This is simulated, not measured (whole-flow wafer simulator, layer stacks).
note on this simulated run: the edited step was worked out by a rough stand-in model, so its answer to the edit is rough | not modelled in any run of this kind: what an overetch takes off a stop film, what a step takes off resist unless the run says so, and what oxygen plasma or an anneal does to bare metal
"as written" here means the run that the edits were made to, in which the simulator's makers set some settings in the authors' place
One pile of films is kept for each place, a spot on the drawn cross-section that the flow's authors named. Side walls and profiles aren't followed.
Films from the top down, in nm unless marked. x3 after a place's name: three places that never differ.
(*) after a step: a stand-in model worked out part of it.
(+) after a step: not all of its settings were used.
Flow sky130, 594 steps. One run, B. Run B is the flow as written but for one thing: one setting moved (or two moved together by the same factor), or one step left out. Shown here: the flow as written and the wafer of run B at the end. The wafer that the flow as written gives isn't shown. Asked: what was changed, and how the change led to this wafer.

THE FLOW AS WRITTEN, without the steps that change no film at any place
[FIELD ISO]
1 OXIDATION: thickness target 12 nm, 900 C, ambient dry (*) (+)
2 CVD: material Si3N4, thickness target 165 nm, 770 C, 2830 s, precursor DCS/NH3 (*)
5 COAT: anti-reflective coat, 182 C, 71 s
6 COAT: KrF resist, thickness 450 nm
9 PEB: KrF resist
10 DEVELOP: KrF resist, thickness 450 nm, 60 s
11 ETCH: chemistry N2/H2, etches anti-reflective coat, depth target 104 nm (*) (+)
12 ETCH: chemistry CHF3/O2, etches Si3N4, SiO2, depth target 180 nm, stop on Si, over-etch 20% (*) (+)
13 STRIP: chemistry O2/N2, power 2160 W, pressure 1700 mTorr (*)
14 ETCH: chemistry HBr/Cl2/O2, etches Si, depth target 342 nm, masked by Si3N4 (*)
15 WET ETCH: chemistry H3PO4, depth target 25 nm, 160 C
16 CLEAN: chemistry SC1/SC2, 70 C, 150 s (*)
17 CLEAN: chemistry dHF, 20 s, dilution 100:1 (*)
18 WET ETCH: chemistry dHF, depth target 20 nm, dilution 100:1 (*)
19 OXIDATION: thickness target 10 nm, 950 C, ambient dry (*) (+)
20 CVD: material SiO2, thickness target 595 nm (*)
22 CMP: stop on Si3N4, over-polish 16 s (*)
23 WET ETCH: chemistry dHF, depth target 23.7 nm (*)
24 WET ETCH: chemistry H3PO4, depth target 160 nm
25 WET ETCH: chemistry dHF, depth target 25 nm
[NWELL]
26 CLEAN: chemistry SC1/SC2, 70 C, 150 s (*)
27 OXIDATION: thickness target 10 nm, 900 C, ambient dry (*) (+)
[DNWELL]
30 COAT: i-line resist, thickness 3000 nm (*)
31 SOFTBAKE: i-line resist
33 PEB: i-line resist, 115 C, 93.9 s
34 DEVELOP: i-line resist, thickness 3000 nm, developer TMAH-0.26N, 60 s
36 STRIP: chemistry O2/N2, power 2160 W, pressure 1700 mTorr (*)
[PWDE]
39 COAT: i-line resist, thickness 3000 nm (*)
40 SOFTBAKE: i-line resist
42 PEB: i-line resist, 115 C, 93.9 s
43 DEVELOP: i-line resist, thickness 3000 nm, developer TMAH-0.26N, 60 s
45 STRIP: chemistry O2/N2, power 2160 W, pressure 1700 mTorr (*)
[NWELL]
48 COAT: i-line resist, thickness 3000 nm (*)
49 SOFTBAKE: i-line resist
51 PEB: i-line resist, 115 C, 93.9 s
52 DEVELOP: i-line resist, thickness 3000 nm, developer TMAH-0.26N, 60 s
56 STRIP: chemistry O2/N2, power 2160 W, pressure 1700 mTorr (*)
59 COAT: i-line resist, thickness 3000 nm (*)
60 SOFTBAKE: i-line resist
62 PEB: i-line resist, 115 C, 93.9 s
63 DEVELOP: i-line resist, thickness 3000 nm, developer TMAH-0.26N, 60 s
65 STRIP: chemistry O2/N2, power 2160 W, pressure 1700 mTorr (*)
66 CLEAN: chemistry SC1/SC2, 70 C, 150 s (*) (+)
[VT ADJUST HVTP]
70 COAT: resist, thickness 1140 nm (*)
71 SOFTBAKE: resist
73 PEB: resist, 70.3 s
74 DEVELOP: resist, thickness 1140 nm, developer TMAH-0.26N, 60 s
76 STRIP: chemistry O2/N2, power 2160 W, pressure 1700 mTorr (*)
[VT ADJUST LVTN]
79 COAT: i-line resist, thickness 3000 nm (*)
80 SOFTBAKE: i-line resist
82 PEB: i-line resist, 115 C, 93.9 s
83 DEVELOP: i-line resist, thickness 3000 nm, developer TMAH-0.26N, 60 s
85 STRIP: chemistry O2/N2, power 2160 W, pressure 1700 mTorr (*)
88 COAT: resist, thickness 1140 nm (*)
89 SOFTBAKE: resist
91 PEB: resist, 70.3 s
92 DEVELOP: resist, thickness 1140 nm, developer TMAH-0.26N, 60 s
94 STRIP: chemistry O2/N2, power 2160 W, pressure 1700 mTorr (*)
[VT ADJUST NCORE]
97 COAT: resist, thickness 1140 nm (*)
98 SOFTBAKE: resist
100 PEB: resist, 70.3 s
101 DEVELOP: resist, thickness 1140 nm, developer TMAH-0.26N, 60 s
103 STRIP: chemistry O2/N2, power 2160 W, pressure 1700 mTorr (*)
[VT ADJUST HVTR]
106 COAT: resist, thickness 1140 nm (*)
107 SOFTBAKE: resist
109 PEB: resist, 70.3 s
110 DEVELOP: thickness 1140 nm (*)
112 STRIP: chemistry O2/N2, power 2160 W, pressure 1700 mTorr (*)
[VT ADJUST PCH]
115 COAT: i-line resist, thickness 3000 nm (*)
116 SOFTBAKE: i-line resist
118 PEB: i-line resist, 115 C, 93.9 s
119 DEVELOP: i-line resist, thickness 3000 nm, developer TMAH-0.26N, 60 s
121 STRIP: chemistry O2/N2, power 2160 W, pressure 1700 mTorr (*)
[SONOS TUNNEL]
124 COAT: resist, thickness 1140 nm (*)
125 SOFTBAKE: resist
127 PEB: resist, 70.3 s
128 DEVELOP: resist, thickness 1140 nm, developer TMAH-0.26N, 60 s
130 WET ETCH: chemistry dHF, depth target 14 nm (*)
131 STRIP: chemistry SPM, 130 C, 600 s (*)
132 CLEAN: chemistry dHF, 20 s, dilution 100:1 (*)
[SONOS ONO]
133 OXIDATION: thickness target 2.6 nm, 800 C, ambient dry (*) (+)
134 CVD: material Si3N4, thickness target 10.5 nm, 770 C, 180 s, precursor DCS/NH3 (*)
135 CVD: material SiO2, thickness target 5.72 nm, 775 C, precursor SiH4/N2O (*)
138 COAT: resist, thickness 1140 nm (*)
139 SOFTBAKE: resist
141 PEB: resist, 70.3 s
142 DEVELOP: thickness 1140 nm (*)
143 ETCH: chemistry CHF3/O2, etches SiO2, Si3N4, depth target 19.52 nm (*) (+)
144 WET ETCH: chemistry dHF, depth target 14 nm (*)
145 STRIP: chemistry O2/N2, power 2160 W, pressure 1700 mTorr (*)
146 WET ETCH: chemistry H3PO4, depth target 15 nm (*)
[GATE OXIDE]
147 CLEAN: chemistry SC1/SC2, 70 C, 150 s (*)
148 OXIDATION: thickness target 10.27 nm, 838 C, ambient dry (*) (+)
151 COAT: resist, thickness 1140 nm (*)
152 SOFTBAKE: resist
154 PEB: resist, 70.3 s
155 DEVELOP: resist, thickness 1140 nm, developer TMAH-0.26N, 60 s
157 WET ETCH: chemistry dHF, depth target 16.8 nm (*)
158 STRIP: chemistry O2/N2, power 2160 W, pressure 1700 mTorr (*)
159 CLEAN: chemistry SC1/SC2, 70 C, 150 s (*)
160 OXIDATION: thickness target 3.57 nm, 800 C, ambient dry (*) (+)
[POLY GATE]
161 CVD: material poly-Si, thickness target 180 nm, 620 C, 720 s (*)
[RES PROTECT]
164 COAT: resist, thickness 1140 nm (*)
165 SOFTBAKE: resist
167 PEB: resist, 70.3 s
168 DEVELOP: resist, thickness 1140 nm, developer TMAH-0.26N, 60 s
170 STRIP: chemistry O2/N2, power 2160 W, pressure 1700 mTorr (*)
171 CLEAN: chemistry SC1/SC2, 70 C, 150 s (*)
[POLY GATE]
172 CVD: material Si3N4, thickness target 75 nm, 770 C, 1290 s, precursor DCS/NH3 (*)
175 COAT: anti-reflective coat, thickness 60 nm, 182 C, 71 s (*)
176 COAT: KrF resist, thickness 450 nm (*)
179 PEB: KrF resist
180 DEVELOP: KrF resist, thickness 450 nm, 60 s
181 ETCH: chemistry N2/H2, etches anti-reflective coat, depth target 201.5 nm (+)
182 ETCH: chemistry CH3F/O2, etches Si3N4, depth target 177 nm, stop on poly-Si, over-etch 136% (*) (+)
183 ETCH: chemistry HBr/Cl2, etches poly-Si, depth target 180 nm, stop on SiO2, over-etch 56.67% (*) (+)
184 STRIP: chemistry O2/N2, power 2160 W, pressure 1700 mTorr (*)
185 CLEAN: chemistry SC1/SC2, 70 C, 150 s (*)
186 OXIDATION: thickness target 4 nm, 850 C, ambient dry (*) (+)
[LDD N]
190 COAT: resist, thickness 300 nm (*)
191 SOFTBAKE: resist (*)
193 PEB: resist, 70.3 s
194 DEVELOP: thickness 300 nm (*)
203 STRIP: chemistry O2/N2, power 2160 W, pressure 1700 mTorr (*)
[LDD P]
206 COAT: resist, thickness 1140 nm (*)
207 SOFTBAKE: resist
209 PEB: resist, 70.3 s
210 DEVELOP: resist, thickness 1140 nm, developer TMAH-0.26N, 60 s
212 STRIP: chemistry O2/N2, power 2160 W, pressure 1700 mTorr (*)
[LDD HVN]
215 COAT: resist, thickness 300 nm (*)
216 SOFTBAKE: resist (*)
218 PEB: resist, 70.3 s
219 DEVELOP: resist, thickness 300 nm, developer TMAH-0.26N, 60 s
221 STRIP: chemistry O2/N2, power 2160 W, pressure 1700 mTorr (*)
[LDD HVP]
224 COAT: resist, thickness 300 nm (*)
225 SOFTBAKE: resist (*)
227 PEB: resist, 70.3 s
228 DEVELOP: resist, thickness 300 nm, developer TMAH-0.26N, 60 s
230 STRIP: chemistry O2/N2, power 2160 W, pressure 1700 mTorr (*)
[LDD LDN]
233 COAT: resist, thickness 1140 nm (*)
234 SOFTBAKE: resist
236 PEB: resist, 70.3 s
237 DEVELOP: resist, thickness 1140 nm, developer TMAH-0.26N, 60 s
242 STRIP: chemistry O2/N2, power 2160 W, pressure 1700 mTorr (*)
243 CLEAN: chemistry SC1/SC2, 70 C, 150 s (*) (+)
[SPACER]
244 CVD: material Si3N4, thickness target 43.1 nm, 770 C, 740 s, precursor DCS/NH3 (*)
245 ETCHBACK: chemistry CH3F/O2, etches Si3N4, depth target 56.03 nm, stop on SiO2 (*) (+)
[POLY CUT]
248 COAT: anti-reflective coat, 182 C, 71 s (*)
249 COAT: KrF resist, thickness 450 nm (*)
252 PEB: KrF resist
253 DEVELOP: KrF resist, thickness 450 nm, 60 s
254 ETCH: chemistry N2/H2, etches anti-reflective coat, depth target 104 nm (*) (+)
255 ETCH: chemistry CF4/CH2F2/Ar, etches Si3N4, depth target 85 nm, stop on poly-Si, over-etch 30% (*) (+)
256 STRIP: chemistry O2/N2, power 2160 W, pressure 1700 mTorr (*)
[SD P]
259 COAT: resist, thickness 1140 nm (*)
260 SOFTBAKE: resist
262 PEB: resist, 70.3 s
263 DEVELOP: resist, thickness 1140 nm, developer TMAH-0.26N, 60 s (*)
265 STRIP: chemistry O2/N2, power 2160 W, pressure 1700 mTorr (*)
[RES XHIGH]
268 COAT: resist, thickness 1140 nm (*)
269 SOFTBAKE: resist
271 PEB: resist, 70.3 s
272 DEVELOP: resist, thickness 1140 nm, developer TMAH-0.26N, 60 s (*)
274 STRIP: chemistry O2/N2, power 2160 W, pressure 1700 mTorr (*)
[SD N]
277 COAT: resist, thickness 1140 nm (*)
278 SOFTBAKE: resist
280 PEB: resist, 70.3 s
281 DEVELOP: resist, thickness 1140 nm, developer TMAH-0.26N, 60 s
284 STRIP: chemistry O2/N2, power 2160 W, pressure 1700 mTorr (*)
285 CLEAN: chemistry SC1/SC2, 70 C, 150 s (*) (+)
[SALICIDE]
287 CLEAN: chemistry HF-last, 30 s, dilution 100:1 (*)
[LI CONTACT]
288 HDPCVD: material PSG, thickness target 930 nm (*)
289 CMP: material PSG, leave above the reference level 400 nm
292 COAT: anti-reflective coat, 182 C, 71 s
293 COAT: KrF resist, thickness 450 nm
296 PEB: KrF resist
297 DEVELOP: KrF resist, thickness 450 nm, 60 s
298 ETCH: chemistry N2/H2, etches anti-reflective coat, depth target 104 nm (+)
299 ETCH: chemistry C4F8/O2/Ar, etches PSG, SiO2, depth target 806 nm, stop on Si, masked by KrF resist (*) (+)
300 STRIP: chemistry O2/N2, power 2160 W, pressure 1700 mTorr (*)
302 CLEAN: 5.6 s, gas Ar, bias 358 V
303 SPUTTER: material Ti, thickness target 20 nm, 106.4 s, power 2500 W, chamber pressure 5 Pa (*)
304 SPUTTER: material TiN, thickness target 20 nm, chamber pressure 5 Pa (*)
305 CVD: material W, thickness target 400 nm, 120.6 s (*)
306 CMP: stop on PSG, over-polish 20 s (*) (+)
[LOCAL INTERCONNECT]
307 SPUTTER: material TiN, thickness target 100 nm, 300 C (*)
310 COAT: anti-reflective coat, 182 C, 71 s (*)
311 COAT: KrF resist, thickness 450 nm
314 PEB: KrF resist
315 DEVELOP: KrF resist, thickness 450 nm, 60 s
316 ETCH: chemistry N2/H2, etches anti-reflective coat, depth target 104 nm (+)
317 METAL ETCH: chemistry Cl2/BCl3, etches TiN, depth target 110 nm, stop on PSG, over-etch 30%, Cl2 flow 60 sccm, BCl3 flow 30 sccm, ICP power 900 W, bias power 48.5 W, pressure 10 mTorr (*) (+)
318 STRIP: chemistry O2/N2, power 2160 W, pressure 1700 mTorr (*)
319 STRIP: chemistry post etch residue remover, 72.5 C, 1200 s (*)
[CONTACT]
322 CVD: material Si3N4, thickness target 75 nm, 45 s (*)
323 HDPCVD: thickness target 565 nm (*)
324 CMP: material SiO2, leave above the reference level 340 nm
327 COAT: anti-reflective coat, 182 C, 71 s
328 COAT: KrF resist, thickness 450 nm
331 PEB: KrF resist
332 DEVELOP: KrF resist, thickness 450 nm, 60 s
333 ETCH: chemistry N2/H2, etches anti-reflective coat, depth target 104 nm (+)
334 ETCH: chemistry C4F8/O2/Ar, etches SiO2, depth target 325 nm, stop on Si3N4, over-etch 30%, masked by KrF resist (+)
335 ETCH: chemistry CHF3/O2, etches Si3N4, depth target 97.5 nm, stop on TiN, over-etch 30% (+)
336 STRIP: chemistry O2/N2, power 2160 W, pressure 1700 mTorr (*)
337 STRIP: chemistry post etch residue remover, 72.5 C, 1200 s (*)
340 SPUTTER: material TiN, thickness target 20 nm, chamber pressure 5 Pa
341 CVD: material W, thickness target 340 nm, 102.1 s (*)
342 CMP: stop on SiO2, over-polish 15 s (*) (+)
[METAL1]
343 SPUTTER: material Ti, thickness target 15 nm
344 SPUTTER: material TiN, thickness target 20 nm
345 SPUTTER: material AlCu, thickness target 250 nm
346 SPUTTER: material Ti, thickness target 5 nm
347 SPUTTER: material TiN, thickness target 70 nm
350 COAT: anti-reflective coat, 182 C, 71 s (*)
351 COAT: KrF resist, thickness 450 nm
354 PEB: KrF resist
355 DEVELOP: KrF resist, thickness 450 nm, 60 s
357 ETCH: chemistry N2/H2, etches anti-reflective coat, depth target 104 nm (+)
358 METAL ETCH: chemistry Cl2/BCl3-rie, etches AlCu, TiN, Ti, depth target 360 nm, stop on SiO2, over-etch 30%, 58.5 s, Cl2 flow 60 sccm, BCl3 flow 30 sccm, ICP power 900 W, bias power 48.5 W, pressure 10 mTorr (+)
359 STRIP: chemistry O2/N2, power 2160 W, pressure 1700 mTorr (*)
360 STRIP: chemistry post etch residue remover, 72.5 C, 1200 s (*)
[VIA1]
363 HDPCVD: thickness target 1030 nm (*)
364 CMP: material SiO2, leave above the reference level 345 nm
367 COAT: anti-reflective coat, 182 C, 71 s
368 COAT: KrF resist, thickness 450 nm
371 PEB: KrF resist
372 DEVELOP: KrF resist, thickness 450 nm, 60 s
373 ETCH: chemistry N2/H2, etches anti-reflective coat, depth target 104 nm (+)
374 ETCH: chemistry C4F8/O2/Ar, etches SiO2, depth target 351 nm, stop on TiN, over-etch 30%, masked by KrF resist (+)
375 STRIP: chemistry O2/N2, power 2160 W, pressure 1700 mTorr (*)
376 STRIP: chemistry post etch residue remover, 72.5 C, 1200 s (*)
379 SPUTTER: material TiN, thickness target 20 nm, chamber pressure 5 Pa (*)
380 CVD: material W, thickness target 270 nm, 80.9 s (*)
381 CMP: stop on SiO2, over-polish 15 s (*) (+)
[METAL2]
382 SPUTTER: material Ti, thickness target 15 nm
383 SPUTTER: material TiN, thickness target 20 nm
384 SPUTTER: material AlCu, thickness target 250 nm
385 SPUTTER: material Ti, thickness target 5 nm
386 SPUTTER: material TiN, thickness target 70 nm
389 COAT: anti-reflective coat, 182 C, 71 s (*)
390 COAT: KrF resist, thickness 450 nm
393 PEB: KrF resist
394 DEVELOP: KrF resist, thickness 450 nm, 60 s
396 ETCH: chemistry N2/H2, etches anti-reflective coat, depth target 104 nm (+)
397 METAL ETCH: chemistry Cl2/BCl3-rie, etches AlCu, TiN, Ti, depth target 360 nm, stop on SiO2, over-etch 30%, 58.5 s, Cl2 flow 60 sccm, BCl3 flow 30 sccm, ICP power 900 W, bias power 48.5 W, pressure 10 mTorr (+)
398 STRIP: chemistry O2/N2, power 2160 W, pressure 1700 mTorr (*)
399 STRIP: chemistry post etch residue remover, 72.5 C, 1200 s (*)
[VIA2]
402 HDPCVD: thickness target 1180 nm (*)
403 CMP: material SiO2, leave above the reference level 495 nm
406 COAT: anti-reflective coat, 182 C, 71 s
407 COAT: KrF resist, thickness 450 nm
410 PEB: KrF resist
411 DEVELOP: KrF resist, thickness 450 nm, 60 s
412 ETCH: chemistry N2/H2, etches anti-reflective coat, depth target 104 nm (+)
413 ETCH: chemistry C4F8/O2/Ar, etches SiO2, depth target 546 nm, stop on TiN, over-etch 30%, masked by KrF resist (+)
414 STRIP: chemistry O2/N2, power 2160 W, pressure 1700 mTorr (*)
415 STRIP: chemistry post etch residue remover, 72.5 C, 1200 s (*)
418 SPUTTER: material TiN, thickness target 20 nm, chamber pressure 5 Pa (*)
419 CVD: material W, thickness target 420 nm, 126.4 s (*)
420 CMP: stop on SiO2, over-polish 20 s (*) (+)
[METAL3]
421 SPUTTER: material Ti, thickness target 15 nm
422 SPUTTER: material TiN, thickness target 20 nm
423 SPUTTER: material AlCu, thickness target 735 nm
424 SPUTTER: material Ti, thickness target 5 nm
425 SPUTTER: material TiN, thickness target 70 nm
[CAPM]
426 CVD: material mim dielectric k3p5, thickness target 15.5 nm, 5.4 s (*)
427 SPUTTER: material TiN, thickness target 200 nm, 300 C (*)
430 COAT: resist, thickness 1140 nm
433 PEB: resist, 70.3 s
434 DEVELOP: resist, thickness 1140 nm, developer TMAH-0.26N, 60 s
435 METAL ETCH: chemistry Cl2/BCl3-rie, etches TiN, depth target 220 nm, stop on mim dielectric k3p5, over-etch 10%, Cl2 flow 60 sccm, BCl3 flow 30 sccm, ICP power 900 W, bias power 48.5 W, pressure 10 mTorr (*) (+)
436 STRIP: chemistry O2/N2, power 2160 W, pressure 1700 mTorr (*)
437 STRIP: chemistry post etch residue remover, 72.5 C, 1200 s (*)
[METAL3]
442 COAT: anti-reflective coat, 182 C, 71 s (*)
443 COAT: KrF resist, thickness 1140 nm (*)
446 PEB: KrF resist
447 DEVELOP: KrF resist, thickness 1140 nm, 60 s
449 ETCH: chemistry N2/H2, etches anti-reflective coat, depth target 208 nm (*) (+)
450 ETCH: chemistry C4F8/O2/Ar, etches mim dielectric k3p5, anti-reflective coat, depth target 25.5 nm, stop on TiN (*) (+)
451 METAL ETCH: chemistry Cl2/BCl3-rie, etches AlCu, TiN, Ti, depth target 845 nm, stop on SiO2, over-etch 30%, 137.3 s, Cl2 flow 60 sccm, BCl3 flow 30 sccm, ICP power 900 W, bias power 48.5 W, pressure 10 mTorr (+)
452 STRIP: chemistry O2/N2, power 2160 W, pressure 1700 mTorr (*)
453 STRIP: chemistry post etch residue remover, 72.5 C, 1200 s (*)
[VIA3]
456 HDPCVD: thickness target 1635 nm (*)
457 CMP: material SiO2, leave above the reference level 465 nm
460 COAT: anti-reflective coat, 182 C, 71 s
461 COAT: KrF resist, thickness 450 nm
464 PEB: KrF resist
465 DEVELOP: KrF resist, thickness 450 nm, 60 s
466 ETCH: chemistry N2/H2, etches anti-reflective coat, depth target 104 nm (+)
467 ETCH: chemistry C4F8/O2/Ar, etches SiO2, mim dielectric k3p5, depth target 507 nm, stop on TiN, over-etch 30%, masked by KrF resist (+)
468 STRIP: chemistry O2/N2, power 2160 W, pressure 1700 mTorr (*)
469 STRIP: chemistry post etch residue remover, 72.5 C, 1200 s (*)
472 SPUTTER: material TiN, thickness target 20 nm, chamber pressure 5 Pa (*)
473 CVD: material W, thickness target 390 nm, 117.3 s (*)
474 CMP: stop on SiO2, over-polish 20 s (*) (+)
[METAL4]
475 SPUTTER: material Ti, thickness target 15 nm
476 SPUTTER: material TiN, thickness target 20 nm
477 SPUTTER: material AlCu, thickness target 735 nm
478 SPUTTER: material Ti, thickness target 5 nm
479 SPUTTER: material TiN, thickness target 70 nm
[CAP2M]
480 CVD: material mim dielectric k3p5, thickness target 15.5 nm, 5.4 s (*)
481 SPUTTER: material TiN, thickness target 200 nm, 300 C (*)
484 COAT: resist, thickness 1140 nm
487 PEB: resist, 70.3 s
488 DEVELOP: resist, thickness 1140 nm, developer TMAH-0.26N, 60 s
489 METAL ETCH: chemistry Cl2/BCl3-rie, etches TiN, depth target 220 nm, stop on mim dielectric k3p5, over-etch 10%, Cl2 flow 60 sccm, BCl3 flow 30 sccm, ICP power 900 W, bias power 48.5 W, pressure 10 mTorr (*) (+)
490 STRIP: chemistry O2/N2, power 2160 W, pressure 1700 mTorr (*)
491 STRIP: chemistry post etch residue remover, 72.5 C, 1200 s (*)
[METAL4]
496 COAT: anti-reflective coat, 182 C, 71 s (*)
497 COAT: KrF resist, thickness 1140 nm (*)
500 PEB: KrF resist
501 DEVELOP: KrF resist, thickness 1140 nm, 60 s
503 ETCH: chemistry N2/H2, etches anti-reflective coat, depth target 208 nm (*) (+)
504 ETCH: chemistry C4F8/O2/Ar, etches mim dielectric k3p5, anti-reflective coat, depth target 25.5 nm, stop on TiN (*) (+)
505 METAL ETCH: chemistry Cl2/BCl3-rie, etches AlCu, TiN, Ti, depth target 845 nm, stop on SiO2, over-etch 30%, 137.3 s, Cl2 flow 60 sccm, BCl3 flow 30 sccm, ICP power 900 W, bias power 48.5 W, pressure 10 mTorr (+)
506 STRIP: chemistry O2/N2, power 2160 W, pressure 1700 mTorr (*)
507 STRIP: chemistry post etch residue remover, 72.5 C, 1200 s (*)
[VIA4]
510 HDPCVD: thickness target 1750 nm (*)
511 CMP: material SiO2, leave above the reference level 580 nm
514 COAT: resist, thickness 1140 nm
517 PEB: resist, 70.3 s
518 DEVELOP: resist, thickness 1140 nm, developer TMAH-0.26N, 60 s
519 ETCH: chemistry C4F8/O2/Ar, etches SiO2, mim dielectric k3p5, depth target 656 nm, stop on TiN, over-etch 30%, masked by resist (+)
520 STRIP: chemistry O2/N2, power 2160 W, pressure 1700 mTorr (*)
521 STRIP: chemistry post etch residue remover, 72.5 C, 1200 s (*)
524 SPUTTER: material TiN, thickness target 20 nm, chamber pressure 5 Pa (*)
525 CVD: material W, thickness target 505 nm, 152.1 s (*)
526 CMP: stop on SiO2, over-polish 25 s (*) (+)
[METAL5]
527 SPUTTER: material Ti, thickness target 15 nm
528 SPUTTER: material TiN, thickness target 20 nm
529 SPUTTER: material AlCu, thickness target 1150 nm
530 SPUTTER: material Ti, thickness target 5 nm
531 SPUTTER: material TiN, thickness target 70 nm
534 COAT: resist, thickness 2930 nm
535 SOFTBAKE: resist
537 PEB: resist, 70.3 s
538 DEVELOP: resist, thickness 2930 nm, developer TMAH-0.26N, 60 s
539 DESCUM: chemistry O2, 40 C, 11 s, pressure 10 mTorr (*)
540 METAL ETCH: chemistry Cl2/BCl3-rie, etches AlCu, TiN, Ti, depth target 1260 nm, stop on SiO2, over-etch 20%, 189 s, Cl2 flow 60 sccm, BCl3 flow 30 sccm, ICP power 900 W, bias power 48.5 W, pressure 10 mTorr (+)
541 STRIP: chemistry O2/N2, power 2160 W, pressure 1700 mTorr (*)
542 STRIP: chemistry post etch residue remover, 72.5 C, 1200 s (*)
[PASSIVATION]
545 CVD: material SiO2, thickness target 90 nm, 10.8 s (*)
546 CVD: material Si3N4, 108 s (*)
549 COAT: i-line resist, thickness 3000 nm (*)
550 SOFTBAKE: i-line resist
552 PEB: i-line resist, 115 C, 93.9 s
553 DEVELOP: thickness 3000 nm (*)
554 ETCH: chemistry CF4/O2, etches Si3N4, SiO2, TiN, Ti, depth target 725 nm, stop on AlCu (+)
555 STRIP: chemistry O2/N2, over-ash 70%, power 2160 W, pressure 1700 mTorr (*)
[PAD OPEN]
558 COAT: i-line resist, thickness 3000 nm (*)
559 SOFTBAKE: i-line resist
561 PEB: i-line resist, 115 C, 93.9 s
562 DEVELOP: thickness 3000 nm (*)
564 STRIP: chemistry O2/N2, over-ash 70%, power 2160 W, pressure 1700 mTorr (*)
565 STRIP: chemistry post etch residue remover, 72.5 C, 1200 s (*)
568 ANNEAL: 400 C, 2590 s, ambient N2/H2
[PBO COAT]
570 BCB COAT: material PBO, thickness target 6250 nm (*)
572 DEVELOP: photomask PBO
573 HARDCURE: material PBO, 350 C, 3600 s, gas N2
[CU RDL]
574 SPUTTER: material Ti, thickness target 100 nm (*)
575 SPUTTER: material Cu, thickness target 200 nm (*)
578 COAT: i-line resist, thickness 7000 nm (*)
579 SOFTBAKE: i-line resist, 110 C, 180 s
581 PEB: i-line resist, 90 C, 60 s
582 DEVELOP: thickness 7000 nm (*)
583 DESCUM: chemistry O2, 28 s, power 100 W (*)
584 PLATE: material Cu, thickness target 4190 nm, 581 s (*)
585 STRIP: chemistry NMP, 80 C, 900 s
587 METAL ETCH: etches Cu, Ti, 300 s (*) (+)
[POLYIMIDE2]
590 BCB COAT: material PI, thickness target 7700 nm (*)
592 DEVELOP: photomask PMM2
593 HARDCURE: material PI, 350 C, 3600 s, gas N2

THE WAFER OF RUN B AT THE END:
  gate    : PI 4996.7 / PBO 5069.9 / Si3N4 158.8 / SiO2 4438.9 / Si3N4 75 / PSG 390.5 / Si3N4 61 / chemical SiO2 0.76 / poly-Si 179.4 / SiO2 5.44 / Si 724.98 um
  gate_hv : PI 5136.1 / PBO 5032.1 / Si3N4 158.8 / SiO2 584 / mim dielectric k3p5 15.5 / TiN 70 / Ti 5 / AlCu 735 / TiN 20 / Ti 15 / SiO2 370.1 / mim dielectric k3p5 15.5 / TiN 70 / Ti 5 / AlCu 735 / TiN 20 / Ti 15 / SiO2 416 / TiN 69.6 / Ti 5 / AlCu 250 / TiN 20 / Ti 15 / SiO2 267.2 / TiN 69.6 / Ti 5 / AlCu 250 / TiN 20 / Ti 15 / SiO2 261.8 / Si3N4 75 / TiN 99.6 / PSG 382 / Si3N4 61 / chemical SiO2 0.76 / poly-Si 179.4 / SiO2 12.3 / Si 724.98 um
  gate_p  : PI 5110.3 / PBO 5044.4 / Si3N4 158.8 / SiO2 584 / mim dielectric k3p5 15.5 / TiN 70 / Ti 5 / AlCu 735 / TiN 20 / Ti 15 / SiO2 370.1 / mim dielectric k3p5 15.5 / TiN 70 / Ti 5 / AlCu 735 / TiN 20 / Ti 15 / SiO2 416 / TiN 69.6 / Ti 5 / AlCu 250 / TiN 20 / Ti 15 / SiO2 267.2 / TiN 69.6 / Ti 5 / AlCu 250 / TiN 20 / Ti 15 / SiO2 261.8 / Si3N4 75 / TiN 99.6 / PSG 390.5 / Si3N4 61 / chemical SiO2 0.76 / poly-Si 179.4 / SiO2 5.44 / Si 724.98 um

The cause: step 160, OXIDATION: thickness target 5.44 nm was run, where the flow has thickness target 3.57 nm.
It can be read off the wafer: gate has SiO2 5.44, and step 160 as written asks for 3.57 nm.

How the change led to this, step by step:
  160 OXIDATION: thickness target 3.57 nm, 800 C, ambient dry (*) (+)
      active, n_well, p_well and 58 more: SiO2 +5.44 (new film), chemical SiO2 -0.76 (all of it), Si -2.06 (as written it would be: SiO2 +3.57 (new film), chemical SiO2 -0.76 (all of it), Si -1.24)
      gate_hv, m1, pad and 37 more: SiO2 +2.36, Si -1.04 (as written it would be: SiO2 +0.85, Si -0.37)
  248 COAT: anti-reflective coat, 182 C, 71 s (*)
      m1: anti-reflective coat +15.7 (new film) (as written it would be: anti-reflective coat +16.3 (new film))
      gate_p_hv: anti-reflective coat +15.1 (new film) (as written it would be: anti-reflective coat +15.8 (new film))
  256 STRIP: chemistry O2/N2, power 2160 W, pressure 1700 mTorr (*)
      m1: KrF resist -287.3 (all of it), anti-reflective coat -15.7 (all of it) (as written it would be: KrF resist -287.2 (all of it), anti-reflective coat -16.3 (all of it))
      gate_p_hv: KrF resist -329.2 (all of it), anti-reflective coat -15.1 (all of it) (as written it would be: KrF resist -328.9 (all of it), anti-reflective coat -15.8 (all of it))
  299 ETCH: chemistry C4F8/O2/Ar, etches PSG, SiO2, depth target 806 nm, stop on Si, masked by KrF resist (*) (+)
      contact, ndiff_licon, ndiff_licon_cpp: PSG -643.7 (all of it), SiO2 -2.73 (all of it) (as written it would be: PSG -643.6 (all of it), SiO2 -1.16 (all of it))
  303 SPUTTER: material Ti, thickness target 20 nm, 106.4 s, power 2500 W, chamber pressure 5 Pa (*)
      ndiff_licon_cpp: Ti +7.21 (new film) (as written it would be: Ti +6.53 (new film))
  306 CMP: stop on PSG, over-polish 20 s (*) (+)
      poly_licon: W -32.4 (as written it would be: W -33.3)
